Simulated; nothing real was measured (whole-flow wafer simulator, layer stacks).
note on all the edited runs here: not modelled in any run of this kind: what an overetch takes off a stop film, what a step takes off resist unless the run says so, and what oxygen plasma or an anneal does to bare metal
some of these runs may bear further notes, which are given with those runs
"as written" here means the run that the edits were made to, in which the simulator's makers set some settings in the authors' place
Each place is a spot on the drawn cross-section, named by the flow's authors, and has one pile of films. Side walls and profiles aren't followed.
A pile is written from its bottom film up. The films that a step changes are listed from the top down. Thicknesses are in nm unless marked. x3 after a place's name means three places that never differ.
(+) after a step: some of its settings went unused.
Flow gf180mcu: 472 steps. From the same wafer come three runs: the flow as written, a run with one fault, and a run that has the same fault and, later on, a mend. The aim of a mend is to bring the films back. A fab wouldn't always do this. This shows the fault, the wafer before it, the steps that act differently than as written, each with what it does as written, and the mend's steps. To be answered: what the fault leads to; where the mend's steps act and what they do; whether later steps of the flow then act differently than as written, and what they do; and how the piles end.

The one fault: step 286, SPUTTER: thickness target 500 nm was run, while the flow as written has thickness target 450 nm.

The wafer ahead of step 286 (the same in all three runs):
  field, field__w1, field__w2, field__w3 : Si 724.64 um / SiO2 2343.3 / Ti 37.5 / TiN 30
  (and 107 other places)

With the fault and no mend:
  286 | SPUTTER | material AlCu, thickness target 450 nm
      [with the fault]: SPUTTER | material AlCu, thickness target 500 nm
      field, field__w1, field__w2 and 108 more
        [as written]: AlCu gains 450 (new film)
        [with the fault]: AlCu gains 500 (new film)
  Later steps of the flow acting differently than as written:
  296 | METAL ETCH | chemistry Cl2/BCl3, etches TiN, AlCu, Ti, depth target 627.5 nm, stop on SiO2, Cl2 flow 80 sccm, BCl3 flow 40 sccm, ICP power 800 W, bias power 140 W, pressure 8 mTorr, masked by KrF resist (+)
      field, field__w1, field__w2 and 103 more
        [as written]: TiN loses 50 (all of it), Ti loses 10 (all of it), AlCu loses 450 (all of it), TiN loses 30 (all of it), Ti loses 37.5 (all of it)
        [with the fault]: TiN loses 50 (all of it), Ti loses 10 (all of it), AlCu loses 500 (all of it), TiN loses 30 (all of it), Ti loses 37.5 (all of it)
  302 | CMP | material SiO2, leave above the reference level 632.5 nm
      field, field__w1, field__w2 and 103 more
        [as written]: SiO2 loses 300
        [with the fault]: SiO2 loses 250
  By the end, the piles at field__w8, contact, m1, m1__w1, m1_nw depart from the flow's by more than 2% or 0.5 nm, whichever is larger.
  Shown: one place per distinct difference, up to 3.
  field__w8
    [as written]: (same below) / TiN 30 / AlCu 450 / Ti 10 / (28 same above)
    [with the fault]: (same below) / TiN 30 / AlCu 500 / Ti 10 / (28 same above)
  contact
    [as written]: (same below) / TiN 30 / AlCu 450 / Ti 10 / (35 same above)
    [with the fault]: (same below) / TiN 30 / AlCu 500 / Ti 10 / (35 same above)

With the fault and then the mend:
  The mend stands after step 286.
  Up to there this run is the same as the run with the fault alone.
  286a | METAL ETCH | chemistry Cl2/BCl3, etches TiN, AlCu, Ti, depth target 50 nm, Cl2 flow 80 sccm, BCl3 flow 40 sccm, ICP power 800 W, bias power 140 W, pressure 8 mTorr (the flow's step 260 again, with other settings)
      field, field__w1, field__w2 and 108 more
        AlCu loses 50
  Later steps of the flow that are run all act as written at every place that is followed.
  The piles end the same as the flow's at every place that both follow.
